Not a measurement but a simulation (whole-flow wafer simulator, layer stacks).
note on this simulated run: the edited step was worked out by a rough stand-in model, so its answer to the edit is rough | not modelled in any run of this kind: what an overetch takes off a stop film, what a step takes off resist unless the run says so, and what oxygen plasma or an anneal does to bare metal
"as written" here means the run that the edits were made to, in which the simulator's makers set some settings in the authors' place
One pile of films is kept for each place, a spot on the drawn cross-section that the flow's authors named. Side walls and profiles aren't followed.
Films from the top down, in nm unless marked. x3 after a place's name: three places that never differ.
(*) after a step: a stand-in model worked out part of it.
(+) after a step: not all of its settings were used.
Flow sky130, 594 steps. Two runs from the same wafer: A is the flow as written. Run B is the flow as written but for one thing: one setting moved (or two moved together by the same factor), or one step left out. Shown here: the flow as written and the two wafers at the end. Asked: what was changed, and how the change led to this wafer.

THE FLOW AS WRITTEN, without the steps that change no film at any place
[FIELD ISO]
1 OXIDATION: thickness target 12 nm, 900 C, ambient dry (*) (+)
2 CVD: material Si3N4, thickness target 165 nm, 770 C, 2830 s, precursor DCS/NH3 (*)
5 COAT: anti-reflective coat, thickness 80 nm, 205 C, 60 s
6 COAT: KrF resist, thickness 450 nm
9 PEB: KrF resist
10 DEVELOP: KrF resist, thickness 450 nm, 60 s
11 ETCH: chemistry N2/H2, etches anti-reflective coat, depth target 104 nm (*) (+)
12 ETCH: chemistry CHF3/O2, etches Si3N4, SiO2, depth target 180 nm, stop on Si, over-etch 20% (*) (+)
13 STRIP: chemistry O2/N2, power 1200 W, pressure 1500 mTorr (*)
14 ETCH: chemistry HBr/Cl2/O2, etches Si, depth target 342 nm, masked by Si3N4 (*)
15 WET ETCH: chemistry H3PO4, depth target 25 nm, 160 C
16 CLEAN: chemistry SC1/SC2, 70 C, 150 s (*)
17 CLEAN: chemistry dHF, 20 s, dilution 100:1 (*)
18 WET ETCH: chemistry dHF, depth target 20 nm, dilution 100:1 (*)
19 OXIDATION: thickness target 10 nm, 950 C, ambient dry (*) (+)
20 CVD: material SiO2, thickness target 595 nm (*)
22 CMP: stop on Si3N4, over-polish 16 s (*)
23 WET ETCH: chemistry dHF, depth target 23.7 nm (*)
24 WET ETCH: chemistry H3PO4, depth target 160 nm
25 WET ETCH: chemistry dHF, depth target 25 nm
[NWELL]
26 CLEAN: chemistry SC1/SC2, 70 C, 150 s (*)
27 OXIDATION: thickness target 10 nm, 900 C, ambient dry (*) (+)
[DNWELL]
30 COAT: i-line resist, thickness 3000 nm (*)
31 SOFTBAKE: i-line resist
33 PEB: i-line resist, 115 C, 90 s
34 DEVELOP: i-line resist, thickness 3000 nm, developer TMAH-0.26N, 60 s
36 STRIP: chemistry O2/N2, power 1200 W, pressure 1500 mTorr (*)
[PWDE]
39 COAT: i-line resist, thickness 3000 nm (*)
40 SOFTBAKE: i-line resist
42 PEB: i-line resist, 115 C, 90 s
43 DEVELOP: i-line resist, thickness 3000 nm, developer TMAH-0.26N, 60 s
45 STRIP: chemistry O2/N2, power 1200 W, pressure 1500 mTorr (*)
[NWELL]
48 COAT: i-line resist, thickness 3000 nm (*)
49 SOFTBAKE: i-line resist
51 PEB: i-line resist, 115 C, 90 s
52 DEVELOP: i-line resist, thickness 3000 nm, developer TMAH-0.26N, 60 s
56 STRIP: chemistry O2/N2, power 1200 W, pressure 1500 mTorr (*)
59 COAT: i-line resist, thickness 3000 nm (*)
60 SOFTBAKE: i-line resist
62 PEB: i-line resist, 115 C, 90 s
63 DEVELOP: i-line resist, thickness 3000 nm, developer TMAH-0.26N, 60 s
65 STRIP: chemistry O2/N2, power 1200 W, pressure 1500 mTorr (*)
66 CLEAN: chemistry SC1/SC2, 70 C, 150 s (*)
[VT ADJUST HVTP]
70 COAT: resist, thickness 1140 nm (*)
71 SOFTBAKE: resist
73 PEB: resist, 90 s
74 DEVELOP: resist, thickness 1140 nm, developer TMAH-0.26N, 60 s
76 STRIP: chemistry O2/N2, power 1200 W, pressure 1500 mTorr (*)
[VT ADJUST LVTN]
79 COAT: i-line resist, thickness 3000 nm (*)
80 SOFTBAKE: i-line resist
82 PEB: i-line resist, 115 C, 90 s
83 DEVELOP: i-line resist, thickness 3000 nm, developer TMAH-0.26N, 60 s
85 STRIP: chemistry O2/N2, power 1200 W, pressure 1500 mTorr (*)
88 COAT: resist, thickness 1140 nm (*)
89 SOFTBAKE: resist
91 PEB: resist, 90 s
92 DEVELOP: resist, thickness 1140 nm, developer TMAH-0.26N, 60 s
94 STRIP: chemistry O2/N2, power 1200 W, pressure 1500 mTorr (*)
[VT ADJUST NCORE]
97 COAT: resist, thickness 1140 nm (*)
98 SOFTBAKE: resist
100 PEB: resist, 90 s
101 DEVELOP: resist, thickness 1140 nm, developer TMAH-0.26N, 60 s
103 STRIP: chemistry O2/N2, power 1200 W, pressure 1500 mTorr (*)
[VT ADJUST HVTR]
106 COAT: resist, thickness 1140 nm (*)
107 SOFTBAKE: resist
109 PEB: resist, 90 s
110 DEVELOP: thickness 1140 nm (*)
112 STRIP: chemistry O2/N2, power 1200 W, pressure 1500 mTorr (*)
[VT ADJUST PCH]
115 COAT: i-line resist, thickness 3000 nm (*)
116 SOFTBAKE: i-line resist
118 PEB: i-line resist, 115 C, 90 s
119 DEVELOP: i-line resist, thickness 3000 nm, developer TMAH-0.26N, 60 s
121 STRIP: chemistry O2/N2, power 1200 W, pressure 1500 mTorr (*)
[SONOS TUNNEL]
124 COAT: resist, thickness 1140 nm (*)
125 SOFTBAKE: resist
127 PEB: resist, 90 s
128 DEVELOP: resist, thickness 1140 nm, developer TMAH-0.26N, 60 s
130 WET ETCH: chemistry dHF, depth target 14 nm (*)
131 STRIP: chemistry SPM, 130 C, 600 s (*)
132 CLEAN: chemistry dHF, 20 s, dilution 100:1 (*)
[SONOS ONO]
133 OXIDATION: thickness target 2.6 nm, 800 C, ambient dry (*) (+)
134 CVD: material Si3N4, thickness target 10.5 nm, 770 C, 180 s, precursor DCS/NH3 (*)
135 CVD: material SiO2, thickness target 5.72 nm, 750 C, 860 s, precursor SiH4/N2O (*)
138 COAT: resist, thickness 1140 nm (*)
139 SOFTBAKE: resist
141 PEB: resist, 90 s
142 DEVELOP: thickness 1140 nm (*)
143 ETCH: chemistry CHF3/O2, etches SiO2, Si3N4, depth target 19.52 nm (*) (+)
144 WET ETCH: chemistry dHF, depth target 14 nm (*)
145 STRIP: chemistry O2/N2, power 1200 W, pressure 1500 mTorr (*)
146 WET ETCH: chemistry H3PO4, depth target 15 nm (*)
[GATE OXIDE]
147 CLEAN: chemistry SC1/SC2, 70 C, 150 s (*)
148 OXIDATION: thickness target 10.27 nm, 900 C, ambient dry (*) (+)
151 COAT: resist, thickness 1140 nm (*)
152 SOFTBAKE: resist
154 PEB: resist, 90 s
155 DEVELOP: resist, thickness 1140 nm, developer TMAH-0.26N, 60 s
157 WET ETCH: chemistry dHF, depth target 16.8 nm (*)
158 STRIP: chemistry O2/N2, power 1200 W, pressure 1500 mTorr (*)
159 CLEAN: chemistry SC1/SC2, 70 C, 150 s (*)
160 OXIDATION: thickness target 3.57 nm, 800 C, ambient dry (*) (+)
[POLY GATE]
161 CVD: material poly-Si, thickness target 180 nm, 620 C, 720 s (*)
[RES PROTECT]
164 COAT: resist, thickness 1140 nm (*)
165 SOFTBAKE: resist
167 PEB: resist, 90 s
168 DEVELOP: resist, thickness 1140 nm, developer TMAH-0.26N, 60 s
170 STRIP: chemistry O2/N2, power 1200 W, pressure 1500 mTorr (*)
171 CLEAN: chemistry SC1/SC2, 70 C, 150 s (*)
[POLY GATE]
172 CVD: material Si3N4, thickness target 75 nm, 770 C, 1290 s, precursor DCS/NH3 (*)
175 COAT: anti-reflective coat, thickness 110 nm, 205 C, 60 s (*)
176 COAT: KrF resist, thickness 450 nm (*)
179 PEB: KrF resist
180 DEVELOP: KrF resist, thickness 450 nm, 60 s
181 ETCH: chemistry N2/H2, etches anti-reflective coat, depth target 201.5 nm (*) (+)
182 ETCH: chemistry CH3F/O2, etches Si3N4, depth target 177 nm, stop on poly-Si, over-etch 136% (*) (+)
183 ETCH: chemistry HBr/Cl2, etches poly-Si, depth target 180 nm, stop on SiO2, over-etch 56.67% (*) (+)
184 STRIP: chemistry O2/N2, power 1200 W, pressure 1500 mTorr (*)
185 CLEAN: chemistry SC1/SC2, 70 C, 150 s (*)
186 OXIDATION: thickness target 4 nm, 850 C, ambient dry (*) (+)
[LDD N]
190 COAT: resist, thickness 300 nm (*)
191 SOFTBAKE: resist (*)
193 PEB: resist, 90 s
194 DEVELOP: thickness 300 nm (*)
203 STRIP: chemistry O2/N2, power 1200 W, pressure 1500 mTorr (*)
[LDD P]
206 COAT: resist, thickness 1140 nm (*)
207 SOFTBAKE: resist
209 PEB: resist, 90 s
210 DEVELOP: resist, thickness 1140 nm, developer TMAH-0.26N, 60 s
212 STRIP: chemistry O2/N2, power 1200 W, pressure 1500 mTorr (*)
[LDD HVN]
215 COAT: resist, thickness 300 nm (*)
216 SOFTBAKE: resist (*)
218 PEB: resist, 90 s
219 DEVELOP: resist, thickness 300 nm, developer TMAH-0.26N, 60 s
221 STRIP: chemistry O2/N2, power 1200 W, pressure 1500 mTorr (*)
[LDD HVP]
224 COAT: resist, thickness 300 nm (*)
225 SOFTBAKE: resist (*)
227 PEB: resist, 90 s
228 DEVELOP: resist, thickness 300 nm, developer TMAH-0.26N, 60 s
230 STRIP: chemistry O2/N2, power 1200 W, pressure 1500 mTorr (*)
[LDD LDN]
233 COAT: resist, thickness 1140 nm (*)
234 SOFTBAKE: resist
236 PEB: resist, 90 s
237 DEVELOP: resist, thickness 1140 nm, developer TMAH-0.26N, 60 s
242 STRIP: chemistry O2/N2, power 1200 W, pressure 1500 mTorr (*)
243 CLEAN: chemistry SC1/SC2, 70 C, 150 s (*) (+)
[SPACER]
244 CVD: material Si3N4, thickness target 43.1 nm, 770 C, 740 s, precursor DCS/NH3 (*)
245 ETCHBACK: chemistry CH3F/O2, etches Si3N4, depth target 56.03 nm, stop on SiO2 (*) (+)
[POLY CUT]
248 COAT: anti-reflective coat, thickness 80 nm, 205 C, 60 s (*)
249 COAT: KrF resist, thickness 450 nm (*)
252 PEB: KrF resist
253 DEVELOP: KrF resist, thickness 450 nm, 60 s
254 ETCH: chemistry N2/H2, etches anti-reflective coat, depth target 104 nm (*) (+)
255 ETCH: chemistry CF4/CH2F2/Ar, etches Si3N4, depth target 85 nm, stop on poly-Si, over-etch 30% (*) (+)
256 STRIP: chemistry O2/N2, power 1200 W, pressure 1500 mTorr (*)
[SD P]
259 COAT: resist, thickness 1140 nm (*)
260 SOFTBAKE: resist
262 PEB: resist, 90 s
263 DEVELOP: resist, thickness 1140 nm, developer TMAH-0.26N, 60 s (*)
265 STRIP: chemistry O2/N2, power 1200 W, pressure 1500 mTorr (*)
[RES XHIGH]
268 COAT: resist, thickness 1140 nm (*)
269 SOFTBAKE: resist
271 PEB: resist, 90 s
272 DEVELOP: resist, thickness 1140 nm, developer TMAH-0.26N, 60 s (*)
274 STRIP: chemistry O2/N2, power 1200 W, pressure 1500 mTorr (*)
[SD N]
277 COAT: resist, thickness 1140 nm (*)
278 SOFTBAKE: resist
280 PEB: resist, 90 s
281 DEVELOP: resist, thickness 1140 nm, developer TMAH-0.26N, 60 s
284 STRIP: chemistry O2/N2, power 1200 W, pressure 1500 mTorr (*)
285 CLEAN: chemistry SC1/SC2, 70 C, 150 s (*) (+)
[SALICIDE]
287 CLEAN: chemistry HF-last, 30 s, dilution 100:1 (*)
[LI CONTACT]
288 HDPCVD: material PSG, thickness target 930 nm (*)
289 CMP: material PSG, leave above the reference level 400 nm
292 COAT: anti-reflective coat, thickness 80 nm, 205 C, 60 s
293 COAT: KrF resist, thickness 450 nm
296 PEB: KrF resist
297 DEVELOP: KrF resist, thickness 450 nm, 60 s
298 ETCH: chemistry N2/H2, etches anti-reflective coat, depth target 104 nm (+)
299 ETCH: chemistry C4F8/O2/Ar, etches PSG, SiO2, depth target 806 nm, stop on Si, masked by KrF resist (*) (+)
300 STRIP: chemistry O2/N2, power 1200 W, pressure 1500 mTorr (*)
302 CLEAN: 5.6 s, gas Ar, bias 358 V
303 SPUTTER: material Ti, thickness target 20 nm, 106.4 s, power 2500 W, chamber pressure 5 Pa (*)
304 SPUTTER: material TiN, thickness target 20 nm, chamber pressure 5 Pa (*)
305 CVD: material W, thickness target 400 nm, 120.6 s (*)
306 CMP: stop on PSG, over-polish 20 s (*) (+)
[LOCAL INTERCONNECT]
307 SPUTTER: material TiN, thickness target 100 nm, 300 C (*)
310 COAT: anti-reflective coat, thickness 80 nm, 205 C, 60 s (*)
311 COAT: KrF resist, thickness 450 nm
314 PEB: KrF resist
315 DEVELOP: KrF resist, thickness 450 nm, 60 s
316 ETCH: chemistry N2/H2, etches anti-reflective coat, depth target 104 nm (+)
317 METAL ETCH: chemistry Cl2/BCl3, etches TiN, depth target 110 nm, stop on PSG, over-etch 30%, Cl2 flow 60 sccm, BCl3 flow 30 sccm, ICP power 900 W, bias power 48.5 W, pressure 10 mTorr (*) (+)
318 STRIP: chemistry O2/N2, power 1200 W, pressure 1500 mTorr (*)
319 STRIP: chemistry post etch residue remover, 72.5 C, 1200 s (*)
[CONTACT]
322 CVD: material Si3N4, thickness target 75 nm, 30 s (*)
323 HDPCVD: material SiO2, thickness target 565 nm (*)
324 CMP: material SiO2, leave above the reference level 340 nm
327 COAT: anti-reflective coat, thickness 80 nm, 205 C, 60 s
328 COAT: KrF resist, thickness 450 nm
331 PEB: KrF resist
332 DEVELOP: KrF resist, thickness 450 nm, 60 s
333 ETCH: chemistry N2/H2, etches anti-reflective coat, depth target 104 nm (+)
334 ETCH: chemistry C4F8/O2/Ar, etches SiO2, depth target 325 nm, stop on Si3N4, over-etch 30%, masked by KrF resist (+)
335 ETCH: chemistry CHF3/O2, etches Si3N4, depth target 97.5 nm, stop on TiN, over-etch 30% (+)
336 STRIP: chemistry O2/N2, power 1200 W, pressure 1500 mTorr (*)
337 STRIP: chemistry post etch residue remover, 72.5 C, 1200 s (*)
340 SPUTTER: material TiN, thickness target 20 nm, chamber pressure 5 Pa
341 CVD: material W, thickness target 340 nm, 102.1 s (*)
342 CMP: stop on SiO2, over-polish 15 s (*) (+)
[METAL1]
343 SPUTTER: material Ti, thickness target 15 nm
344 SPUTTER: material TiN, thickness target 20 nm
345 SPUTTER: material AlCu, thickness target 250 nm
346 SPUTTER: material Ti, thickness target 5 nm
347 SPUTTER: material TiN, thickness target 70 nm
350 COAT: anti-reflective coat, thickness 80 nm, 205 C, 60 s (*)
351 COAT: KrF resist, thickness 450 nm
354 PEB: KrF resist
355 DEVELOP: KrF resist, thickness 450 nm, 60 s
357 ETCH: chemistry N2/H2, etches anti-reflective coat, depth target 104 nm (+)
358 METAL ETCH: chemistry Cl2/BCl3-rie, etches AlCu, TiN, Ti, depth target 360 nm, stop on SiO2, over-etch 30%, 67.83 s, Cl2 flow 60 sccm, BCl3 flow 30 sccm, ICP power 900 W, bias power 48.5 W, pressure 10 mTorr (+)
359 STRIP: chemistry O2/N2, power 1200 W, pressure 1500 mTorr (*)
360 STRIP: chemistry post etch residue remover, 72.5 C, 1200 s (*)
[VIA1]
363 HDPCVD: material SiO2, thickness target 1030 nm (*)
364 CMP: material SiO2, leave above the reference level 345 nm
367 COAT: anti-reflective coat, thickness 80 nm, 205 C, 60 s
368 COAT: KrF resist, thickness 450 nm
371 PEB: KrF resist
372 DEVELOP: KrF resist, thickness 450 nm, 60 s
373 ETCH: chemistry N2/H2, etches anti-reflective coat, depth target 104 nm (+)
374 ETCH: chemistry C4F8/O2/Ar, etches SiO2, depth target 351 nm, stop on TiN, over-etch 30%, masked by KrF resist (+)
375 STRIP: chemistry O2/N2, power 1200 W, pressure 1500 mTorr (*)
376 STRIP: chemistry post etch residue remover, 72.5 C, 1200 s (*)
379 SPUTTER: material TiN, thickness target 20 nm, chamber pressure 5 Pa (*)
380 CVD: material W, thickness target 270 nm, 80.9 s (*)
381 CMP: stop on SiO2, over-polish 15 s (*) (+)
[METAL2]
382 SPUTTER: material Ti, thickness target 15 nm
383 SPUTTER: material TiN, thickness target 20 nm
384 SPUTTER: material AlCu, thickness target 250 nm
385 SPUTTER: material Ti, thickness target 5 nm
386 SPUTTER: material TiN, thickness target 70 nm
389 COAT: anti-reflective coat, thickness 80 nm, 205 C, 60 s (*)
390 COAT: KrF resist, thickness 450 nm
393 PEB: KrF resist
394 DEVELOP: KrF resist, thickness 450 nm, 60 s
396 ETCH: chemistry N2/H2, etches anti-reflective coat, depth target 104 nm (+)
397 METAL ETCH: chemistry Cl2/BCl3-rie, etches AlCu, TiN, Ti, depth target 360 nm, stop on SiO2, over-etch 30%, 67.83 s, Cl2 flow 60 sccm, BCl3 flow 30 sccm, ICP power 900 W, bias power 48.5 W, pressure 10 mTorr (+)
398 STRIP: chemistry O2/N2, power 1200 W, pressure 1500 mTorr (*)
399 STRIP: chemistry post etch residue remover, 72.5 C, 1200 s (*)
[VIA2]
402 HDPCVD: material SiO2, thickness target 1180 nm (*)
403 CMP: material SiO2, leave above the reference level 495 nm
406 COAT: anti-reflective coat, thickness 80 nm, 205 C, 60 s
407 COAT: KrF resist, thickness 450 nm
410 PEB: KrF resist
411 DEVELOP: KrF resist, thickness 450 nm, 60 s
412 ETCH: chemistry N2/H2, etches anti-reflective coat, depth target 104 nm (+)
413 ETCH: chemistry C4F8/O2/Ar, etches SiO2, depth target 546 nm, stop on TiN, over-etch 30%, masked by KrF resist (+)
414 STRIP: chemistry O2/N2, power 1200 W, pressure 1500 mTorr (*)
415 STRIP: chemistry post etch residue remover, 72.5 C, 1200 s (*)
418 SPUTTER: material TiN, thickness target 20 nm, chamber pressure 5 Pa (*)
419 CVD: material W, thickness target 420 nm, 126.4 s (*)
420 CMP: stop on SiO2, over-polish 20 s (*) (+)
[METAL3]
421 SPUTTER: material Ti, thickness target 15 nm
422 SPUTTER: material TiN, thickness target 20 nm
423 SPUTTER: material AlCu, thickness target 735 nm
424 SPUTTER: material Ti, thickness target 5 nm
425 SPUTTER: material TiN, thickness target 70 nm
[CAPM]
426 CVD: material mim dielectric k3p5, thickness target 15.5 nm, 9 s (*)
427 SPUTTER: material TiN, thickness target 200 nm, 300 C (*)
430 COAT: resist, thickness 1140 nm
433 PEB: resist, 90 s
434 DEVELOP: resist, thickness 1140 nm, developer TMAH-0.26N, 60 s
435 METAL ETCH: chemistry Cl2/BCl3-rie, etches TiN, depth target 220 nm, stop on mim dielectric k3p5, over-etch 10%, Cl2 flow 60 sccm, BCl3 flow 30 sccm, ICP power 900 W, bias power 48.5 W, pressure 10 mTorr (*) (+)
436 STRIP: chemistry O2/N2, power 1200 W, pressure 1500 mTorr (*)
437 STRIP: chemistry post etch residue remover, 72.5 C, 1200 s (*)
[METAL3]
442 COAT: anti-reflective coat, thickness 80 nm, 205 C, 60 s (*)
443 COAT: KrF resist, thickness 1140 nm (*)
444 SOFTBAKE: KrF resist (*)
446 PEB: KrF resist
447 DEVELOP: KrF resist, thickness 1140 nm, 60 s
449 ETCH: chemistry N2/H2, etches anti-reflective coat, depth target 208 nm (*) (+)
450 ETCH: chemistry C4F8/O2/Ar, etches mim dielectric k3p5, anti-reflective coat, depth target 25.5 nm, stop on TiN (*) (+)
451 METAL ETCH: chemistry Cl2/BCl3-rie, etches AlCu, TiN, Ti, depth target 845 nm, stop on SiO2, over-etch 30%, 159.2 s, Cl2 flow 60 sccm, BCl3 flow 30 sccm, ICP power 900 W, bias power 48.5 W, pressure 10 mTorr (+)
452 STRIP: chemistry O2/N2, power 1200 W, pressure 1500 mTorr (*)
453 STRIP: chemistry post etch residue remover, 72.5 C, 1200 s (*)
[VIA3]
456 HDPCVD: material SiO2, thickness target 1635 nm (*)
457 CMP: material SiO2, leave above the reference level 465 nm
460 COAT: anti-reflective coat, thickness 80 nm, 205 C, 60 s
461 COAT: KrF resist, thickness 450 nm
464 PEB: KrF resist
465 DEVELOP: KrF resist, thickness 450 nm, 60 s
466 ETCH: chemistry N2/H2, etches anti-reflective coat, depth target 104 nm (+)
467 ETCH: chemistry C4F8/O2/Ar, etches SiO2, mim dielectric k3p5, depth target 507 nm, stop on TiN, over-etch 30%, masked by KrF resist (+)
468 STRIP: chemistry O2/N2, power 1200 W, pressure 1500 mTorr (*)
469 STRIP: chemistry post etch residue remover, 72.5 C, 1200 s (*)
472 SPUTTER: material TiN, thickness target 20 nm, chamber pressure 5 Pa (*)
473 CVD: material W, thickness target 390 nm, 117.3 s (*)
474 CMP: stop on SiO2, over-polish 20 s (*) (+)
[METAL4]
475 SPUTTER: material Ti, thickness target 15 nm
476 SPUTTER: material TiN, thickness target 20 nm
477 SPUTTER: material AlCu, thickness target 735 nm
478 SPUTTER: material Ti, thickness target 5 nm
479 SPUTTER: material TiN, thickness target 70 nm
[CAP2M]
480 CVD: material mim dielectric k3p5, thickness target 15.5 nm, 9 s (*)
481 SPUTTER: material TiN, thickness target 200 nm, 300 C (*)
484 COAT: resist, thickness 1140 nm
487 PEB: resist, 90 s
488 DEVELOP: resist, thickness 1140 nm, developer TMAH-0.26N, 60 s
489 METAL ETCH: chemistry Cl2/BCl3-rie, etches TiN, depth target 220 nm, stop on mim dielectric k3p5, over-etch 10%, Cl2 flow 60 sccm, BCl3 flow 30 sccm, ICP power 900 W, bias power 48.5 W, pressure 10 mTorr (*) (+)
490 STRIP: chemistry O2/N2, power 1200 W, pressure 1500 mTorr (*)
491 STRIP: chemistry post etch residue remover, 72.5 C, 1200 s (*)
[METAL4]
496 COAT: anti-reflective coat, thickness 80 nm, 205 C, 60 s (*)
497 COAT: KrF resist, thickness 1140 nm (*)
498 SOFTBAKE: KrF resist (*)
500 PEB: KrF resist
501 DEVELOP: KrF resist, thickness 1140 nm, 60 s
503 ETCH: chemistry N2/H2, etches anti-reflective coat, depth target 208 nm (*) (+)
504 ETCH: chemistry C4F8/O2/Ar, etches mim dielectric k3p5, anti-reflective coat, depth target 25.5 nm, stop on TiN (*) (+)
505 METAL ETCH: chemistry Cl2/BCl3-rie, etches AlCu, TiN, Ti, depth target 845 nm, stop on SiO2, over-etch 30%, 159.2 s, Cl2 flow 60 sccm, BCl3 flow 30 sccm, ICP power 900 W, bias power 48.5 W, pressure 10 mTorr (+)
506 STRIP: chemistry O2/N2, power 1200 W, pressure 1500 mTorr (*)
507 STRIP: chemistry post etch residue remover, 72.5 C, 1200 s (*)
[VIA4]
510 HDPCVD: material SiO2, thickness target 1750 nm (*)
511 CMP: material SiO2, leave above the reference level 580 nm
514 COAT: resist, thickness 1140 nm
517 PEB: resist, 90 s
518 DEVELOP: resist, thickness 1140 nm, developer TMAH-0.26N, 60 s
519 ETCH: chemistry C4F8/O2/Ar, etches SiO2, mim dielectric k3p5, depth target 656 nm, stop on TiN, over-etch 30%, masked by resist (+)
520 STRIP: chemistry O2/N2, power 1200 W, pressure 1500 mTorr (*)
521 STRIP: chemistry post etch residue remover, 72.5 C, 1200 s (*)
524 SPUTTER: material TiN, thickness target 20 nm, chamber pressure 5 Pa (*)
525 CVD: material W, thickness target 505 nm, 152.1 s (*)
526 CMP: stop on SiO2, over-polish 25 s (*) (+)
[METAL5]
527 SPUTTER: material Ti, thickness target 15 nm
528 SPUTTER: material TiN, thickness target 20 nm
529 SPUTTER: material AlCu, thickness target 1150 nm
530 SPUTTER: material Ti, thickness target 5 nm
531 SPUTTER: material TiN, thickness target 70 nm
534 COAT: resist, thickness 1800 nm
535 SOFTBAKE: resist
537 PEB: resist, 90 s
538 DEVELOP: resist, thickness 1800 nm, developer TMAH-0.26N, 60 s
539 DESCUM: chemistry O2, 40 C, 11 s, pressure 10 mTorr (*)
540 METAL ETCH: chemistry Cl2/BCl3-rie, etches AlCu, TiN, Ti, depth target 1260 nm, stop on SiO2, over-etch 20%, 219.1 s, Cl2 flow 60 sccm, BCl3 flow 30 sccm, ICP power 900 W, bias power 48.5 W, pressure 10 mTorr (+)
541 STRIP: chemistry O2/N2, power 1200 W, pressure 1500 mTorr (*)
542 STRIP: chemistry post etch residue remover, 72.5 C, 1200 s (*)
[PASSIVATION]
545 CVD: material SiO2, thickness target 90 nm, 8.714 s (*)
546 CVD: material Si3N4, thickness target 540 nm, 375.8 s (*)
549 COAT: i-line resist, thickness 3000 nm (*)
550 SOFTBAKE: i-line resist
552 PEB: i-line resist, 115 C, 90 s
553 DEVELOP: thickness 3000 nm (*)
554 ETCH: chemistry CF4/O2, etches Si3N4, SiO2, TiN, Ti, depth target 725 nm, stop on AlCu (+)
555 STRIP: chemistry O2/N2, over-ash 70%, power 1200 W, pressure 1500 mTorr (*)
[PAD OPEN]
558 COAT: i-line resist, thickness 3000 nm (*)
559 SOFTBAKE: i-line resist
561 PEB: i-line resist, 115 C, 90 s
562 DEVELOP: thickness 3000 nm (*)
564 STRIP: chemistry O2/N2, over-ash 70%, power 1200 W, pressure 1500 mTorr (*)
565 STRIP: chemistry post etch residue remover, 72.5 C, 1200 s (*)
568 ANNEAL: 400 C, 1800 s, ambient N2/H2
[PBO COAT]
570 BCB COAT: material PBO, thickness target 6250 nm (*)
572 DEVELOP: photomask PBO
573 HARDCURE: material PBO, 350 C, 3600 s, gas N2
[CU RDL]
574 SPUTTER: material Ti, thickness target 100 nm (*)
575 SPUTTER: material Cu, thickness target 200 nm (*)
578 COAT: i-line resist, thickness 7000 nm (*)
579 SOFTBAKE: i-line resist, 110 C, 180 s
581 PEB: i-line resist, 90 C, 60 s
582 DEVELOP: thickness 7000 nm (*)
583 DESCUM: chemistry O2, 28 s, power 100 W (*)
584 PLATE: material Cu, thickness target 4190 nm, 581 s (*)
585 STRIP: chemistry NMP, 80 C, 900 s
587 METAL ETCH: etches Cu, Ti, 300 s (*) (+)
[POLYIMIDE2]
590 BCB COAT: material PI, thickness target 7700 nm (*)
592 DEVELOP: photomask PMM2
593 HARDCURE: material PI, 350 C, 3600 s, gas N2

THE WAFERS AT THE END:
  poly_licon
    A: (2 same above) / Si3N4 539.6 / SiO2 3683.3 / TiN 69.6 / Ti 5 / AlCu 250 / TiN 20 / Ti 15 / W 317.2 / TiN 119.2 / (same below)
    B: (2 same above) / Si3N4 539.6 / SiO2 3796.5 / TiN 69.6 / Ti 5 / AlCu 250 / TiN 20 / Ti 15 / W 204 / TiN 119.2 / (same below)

The cause: step 341, CVD: thickness target 204 nm was run, where the flow has thickness target 340 nm.

How the change led to this, step by step:
  341 CVD: material W, thickness target 340 nm, 102.1 s (*)
      field, active, n_well and 185 more: A W +340 (new film) | B W +204 (new film)
      ndiff_licon, ndiff_licon_cpp, rpo_hd_licon: A W +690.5 (new film) | B W +554.5 (new film)
  342 CMP: stop on SiO2, over-polish 15 s (*) (+)
      poly_licon: A W -22.8 | B nothing
      field, active, n_well and 184 more: A W -340 (all of it), TiN -20 (all of it), SiO2 -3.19 | B W -204 (all of it), TiN -20 (all of it), SiO2 -3.19
      (and at 3 more places)
  350 COAT: anti-reflective coat, thickness 80 nm, 205 C, 60 s (*)
      poly_licon: A anti-reflective coat +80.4 (new film) | B anti-reflective coat +193.7 (new film)
  359 STRIP: chemistry O2/N2, power 1200 W, pressure 1500 mTorr (*)
      poly_licon: A KrF resist -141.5 (all of it), anti-reflective coat -80.4 (all of it) | B KrF resist -141.5 (all of it), anti-reflective coat -193.7 (all of it)
  364 CMP: material SiO2, leave above the reference level 345 nm
      poly_licon: A SiO2 -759 | B SiO2 -645.8
